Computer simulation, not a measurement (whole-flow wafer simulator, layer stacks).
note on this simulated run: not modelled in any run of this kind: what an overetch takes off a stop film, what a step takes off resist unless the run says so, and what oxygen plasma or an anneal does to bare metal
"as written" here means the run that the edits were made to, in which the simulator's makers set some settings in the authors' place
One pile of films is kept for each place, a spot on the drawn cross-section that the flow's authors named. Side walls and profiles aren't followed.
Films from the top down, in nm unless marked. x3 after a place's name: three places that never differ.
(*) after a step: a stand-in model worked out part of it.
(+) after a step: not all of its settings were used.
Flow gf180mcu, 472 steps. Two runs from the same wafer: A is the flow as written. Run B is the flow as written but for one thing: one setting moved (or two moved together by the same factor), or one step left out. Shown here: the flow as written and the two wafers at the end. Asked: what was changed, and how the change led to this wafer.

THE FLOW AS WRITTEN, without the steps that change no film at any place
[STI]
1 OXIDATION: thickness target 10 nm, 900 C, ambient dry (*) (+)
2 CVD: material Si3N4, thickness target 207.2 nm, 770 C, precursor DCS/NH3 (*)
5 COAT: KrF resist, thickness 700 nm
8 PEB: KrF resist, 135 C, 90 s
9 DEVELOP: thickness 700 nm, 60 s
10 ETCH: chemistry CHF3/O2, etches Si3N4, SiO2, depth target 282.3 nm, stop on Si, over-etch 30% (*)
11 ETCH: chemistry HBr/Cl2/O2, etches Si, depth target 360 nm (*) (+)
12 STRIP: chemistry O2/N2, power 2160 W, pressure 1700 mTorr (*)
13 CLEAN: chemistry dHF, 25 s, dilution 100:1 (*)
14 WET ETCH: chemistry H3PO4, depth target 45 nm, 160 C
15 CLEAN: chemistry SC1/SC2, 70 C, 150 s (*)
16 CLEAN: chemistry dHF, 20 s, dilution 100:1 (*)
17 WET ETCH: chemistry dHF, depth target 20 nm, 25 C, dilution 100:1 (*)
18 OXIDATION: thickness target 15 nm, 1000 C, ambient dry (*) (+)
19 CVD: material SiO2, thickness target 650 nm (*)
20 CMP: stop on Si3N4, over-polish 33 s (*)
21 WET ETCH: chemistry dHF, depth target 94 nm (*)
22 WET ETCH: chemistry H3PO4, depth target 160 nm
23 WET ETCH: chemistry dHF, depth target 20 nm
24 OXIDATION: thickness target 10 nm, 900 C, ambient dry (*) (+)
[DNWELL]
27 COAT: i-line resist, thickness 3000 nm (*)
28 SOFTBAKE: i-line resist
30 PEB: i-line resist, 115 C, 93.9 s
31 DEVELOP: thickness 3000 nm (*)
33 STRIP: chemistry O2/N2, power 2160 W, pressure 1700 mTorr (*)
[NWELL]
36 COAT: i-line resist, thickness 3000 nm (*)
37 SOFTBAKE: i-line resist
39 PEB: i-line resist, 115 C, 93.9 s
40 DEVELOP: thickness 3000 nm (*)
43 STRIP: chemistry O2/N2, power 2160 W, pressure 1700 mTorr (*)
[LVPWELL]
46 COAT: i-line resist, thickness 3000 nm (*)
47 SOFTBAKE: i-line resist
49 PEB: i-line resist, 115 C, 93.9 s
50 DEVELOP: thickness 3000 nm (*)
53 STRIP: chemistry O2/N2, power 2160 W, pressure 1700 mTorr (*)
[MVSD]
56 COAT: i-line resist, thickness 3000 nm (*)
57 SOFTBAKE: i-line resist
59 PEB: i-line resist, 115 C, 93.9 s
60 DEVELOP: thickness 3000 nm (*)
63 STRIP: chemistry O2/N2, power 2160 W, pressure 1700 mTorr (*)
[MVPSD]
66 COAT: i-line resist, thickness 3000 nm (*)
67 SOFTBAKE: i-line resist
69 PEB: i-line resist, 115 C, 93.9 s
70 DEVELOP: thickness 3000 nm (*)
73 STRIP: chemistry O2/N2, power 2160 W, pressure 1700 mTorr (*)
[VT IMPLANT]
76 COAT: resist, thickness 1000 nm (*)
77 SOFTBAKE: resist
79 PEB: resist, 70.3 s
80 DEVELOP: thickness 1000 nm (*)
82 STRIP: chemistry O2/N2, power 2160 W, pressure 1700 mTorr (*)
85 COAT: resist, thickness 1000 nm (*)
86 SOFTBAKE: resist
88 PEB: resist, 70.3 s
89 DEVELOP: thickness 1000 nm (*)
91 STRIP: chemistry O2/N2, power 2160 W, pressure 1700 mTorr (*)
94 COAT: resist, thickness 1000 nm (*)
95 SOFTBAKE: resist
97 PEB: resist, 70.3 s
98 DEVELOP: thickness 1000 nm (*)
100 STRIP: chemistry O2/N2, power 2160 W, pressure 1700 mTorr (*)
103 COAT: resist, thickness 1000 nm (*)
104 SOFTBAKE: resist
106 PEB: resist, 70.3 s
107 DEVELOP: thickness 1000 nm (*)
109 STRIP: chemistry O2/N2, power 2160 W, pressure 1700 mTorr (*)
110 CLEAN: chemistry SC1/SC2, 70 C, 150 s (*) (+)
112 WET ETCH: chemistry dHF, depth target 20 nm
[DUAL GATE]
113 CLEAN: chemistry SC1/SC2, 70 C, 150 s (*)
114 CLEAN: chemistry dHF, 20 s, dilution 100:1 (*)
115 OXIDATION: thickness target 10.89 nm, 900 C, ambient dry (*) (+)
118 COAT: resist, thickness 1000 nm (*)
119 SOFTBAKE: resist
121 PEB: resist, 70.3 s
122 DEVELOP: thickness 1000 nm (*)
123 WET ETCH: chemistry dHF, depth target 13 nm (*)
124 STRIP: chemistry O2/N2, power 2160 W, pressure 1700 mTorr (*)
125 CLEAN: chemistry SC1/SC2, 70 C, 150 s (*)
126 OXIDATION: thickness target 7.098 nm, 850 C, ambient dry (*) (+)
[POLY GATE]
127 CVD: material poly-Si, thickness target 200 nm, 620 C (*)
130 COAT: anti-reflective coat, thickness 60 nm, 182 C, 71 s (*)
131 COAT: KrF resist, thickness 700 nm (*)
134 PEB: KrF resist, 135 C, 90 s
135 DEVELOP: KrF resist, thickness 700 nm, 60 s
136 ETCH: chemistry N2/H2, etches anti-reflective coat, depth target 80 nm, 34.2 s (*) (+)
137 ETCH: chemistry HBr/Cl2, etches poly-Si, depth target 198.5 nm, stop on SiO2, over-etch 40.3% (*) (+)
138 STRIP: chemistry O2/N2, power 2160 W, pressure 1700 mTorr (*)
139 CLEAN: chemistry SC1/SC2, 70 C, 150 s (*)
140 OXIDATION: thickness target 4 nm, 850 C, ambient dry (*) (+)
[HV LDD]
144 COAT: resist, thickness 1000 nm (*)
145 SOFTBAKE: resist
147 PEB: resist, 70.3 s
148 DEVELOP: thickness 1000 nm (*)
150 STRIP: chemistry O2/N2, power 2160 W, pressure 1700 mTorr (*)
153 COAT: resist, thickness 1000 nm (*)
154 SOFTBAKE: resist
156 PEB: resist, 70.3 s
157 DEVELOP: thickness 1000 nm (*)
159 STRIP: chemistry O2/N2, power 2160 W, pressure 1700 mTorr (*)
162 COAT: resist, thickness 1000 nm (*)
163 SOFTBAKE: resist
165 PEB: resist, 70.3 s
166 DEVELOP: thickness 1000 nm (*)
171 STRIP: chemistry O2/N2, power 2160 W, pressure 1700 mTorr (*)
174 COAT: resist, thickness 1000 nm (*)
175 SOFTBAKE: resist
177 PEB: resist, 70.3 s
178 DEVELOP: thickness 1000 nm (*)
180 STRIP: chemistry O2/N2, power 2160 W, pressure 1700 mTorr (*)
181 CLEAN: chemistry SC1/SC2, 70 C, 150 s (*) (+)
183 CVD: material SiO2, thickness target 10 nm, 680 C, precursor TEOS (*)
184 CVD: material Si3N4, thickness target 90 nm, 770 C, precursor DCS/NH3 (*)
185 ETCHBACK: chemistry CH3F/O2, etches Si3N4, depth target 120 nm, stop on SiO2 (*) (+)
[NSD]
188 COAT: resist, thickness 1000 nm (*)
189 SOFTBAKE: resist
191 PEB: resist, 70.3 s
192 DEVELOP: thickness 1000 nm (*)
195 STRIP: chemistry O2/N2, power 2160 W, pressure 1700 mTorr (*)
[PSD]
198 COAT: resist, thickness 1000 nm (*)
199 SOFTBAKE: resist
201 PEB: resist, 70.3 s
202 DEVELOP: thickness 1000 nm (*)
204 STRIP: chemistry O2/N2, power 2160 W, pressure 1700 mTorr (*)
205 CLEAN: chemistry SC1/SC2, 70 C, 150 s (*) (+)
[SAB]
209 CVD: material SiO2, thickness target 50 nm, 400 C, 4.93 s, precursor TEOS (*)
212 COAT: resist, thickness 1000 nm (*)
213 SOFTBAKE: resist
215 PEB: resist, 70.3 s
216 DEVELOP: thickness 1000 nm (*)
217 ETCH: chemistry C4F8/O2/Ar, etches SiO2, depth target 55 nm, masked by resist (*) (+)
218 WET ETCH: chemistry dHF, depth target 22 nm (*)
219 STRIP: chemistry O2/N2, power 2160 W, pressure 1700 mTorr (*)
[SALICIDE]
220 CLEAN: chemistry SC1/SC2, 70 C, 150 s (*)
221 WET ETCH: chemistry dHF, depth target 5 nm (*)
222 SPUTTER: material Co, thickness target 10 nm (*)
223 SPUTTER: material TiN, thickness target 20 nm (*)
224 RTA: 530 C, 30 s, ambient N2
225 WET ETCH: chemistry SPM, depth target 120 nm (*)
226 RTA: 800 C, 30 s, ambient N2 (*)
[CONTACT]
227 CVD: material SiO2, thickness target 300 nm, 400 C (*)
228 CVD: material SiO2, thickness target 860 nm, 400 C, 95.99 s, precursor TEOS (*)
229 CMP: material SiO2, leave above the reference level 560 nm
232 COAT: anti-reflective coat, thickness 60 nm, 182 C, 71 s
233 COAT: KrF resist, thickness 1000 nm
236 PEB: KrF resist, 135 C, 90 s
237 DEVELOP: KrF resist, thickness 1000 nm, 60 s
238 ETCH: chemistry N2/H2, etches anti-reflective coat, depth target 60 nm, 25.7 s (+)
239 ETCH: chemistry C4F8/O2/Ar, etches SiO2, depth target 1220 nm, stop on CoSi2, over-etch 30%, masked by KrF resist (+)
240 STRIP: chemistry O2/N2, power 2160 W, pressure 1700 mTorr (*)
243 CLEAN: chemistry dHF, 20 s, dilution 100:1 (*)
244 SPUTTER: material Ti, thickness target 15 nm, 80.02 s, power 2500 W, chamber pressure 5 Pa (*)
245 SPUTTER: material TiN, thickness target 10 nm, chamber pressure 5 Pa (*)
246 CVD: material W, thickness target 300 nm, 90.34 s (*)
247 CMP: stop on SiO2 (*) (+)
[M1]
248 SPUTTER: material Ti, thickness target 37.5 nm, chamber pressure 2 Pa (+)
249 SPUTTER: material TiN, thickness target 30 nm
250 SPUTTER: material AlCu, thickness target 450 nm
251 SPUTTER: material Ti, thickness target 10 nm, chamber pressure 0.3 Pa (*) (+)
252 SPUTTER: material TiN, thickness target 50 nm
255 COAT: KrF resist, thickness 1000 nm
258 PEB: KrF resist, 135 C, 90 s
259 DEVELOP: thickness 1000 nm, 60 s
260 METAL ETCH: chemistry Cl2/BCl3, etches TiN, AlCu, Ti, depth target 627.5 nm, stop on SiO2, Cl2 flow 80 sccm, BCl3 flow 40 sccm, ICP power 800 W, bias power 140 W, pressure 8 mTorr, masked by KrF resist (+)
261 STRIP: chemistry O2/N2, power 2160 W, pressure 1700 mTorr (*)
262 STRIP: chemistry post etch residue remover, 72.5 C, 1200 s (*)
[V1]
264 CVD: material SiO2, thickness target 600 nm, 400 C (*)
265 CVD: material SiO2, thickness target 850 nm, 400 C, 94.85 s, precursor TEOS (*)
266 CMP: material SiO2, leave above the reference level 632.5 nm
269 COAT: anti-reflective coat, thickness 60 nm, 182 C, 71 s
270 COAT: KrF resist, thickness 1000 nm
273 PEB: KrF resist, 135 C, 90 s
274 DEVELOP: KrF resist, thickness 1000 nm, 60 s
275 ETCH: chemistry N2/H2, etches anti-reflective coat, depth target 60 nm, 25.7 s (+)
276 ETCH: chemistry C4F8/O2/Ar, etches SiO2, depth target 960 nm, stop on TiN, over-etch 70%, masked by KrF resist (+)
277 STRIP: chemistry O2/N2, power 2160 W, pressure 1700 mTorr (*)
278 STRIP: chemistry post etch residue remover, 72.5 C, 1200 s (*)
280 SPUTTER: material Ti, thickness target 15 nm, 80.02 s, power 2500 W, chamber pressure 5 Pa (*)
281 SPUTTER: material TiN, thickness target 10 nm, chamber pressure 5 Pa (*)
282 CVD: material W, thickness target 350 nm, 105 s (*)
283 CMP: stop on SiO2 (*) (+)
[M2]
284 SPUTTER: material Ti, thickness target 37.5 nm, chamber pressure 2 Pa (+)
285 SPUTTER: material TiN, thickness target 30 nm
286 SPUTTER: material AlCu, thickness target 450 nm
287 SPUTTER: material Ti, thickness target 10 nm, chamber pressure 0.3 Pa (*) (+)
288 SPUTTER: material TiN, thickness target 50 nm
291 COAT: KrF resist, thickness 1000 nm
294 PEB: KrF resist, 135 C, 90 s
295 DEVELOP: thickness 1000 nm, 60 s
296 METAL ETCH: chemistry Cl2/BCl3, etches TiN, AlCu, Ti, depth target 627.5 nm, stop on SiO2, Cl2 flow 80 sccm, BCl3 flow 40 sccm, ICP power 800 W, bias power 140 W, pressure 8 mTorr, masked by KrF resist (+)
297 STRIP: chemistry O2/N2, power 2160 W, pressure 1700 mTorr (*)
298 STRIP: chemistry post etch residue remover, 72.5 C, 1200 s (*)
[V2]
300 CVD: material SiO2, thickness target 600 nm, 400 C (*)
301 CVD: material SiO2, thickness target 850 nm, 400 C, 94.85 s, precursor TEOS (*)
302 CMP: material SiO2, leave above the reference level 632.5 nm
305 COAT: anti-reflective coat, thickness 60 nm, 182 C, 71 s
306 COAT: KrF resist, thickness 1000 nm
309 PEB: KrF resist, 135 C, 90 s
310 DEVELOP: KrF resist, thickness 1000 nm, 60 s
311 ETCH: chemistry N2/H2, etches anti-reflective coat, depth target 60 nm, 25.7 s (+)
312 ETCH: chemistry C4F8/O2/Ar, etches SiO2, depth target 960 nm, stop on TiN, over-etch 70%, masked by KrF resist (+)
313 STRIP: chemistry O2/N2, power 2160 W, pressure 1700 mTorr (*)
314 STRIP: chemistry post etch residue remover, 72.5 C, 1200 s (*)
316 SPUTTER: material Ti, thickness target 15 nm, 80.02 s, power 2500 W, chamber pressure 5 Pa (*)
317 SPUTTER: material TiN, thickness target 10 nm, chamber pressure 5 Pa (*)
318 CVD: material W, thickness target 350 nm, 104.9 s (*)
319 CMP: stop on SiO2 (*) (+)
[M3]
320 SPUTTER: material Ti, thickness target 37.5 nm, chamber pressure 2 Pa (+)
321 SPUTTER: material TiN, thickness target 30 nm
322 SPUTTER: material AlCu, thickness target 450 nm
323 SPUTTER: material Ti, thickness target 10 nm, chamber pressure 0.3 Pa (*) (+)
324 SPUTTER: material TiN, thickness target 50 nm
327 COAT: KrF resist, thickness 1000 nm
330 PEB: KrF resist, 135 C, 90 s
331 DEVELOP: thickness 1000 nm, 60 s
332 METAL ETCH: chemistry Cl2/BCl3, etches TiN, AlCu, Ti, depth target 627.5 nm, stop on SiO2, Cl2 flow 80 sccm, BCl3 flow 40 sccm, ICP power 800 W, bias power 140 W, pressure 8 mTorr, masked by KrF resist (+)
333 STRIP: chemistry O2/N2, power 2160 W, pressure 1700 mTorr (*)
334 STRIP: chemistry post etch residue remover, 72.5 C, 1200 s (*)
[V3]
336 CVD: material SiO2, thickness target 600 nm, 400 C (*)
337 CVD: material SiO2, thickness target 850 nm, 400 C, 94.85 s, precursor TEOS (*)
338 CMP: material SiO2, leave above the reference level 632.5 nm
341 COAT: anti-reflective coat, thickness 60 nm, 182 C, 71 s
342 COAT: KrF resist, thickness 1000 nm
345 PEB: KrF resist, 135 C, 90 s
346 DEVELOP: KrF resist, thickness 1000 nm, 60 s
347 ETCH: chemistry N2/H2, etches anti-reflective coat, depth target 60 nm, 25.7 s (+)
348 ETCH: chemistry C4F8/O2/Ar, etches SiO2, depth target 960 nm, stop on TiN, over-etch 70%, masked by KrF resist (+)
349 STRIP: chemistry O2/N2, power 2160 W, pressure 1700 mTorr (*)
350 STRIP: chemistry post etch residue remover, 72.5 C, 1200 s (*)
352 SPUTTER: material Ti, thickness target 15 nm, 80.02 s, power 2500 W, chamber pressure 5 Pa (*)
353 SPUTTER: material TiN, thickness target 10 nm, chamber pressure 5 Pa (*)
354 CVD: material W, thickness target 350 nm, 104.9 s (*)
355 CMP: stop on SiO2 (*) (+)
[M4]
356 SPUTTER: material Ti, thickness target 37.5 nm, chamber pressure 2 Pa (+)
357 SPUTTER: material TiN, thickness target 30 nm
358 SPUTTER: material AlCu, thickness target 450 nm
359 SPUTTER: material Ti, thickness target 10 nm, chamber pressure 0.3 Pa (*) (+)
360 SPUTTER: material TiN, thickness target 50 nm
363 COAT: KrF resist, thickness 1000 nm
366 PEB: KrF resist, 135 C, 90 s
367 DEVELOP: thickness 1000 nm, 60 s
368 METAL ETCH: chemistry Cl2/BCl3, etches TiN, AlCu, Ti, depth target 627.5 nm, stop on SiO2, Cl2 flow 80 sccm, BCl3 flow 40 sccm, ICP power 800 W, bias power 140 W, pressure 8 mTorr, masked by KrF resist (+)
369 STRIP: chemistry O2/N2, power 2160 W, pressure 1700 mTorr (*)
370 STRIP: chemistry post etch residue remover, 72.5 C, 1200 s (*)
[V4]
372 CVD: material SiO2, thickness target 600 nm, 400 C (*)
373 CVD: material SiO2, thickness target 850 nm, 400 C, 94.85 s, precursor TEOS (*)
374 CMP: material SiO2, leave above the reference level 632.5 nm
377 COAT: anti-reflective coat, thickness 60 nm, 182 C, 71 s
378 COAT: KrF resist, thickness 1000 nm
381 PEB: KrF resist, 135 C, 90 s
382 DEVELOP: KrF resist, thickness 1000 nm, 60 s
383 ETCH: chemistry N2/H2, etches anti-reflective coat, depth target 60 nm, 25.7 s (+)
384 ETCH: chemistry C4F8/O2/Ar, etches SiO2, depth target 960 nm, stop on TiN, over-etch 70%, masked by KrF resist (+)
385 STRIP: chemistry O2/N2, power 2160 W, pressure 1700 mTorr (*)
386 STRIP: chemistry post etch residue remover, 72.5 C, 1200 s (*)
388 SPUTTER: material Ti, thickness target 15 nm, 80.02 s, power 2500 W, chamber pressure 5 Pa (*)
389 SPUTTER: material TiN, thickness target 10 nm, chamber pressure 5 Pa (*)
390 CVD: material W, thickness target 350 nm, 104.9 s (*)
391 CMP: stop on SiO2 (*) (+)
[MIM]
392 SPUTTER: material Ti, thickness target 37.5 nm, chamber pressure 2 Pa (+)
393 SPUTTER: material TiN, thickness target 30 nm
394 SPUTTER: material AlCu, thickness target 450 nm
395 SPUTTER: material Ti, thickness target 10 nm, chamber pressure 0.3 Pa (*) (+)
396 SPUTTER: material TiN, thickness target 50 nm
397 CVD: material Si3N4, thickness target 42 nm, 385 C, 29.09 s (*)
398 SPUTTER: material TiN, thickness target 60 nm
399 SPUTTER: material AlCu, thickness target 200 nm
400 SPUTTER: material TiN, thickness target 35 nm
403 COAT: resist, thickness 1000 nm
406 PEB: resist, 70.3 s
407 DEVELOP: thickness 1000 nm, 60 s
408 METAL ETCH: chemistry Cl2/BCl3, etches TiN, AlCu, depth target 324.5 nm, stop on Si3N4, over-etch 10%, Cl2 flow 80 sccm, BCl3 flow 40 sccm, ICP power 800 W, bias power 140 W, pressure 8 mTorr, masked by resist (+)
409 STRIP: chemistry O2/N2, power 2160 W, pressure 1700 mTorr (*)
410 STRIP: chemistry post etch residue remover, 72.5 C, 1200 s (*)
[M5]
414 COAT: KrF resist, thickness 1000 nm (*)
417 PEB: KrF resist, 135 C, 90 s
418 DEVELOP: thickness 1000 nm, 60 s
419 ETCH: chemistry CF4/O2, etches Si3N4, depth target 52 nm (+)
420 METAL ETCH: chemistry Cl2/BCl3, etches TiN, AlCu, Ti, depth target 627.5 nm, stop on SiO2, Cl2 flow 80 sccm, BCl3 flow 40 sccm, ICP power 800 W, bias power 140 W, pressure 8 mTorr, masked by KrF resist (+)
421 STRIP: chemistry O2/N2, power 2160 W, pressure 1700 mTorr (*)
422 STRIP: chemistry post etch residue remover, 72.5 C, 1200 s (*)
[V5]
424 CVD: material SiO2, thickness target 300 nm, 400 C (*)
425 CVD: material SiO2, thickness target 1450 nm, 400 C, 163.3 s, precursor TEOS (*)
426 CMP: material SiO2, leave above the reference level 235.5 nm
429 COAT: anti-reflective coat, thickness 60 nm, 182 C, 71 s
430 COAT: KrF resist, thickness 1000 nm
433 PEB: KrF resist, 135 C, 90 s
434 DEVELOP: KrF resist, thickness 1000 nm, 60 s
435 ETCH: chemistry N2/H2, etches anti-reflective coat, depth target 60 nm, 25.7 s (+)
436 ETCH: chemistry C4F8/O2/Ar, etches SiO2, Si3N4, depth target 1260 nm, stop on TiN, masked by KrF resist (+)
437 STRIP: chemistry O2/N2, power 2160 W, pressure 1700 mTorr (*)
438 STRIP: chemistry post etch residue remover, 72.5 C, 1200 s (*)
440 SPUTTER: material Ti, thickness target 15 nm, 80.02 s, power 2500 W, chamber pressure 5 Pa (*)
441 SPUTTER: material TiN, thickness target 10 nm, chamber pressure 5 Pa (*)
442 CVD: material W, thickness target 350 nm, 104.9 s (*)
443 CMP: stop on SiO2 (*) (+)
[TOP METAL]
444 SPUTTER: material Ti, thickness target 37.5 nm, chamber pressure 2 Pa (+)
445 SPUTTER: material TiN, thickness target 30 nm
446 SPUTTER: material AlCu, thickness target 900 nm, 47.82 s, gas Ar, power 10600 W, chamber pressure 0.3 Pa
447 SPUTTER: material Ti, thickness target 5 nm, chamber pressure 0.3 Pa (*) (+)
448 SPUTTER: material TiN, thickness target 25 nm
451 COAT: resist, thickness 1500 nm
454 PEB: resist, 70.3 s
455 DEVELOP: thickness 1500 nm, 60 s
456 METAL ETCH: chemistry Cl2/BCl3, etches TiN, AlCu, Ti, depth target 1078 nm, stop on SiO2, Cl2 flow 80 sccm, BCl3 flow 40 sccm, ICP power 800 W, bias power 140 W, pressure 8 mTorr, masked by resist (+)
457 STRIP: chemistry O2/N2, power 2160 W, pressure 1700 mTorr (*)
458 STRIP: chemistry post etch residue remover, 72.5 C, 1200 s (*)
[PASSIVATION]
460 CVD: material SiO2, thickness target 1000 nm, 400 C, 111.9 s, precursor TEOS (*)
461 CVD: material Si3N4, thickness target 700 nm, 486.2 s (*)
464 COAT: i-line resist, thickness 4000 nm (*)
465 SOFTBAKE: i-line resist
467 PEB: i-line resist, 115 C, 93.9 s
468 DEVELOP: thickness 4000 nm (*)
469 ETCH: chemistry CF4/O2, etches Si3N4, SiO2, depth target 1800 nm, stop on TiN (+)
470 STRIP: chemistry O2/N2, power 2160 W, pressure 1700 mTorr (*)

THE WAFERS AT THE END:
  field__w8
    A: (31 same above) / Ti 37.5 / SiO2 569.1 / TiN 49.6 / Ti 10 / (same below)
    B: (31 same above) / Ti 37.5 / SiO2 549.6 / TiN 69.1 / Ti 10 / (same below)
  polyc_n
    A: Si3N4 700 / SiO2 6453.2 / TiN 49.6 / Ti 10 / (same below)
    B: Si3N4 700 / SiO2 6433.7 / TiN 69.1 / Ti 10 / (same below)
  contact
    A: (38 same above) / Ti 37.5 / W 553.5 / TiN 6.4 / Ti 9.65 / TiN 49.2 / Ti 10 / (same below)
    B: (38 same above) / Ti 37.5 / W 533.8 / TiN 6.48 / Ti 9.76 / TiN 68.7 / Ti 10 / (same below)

The cause: step 252, SPUTTER: thickness target 69.5 nm was run, where the flow has thickness target 50 nm.

How the change led to this, step by step:
  252 SPUTTER: material TiN, thickness target 50 nm
      field, field__w1, field__w2 and 108 more: A TiN +50 (new film) | B TiN +69.5 (new film)
  260 METAL ETCH: chemistry Cl2/BCl3, etches TiN, AlCu, Ti, depth target 627.5 nm, stop on SiO2, Cl2 flow 80 sccm, BCl3 flow 40 sccm, ICP power 800 W, bias power 140 W, pressure 8 mTorr, masked by KrF resist (+)
      field, field__w1, field__w2 and 99 more: A TiN -50 (all of it), Ti -10 (all of it), AlCu -450 (all of it), TiN -30 (all of it), Ti -37.5 (all of it) | B TiN -69.5 (all of it), Ti -10 (all of it), AlCu -450 (all of it), TiN -30 (all of it), Ti -37.5 (all of it)
  266 CMP: material SiO2, leave above the reference level 632.5 nm
      field__w8, contact, m1 and 6 more: A SiO2 -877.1 | B SiO2 -896.6
  276 ETCH: chemistry C4F8/O2/Ar, etches SiO2, depth target 960 nm, stop on TiN, over-etch 70%, masked by KrF resist (+)
      field, field__w1, field__w2 and 107 more: A KrF resist -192 | B KrF resist -188
      contact: A SiO2 -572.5 (all of it) | B SiO2 -553 (all of it)
  282 CVD: material W, thickness target 350 nm, 105 s (*)
      contact: A W +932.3 (new film) | B W +912.6 (new film)
